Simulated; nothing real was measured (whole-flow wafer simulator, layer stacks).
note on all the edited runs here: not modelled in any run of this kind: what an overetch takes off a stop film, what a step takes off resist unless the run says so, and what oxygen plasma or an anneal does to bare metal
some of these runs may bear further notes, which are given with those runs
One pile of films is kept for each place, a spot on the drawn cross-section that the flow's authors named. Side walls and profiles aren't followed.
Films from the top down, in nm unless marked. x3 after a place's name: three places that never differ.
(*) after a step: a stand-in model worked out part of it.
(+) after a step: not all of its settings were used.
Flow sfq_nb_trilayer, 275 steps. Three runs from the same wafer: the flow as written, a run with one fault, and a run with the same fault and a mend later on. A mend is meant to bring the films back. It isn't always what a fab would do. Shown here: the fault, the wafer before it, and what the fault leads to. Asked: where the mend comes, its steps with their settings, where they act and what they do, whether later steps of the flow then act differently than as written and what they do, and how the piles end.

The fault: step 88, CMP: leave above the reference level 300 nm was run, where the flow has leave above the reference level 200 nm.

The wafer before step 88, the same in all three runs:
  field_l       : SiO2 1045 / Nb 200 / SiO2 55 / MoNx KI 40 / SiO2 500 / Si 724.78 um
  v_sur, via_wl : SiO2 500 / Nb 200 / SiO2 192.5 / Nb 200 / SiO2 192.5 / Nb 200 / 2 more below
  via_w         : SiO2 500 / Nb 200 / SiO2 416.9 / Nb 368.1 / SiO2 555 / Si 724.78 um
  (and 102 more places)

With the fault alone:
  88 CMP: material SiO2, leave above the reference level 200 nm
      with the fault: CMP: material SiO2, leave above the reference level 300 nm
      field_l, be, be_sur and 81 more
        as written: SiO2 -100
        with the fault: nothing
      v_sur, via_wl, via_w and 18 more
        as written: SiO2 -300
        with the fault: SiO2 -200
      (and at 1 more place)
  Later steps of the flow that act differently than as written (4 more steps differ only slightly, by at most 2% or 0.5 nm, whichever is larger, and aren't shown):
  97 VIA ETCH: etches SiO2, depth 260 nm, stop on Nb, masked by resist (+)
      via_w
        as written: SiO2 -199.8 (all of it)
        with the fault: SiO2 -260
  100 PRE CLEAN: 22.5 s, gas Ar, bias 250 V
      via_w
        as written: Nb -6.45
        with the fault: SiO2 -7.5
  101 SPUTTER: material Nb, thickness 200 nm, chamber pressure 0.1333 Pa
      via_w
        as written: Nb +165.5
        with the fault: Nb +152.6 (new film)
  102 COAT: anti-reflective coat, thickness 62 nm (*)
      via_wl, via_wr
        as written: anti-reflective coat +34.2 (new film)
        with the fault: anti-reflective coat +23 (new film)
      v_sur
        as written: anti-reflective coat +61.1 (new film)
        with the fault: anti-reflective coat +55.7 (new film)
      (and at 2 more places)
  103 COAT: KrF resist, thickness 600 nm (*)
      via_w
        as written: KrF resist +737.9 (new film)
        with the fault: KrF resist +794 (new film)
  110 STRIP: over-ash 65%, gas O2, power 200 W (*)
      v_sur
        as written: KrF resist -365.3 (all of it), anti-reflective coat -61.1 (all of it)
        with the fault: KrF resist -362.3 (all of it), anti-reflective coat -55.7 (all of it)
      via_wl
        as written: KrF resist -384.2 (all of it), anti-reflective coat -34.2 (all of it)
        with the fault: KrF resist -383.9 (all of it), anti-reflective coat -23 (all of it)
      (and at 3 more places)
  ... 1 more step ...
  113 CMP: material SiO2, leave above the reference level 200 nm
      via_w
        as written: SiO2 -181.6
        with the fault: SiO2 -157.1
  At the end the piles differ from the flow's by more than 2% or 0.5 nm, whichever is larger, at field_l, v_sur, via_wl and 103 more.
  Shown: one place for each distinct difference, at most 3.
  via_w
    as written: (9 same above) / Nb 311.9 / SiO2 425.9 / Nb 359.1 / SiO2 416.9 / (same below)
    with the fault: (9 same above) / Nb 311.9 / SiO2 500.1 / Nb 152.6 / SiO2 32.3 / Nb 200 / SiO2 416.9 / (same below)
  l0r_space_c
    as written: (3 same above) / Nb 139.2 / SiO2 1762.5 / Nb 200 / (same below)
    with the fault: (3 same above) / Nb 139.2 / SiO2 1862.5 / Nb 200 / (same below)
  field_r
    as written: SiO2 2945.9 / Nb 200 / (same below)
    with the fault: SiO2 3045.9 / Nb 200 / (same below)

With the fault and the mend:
  The mend comes after step 95.
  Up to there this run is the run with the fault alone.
  95a STRIP: over-ash 65%, gas O2, power 200 W (*)
      field_l, v_sur, via_wl and 102 more
        KrF resist -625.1 (all of it), anti-reflective coat -62 (all of it)
      via_w
        anti-reflective coat -62 (all of it)
  95b CMP: material SiO2, leave above the reference level 200 nm (the flow's step 88 once more)
      field_l, v_sur, via_wl and 103 more
        SiO2 -100
  95c COAT: anti-reflective coat, thickness 62 nm (the flow's step 90 once more)
      field_l, v_sur, via_wl and 103 more
        anti-reflective coat +62 (new film)
  95d COAT: KrF resist, thickness 650 nm (the flow's step 91 once more)
      field_l, v_sur, via_wl and 103 more
        KrF resist +650 (new film)
  95e SOFTBAKE: KrF resist (the flow's step 92 once more)
      changes no film at any place that is followed
  95f EXPOSE: photomask I2, dose 11.91 mJ/cm2, NA 0.6, wavelength 248 nm (*) (the flow's step 93 once more)
      changes no film at any place that is followed
  95g PEB: KrF resist, 90 s (the flow's step 94 once more)
      field_l, v_sur, via_wl and 103 more
        KrF resist -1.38
  95h DEVELOP: KrF resist, thickness 650 nm, 60 s (the flow's step 95 once more)
      field_l, v_sur, via_wl and 102 more
        KrF resist -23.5
      via_w
        KrF resist -648.6 (all of it)
  No later step of the flow acts differently than as written at any place that is followed.
  At the end the piles are the same as the flow's at every place that both follow.
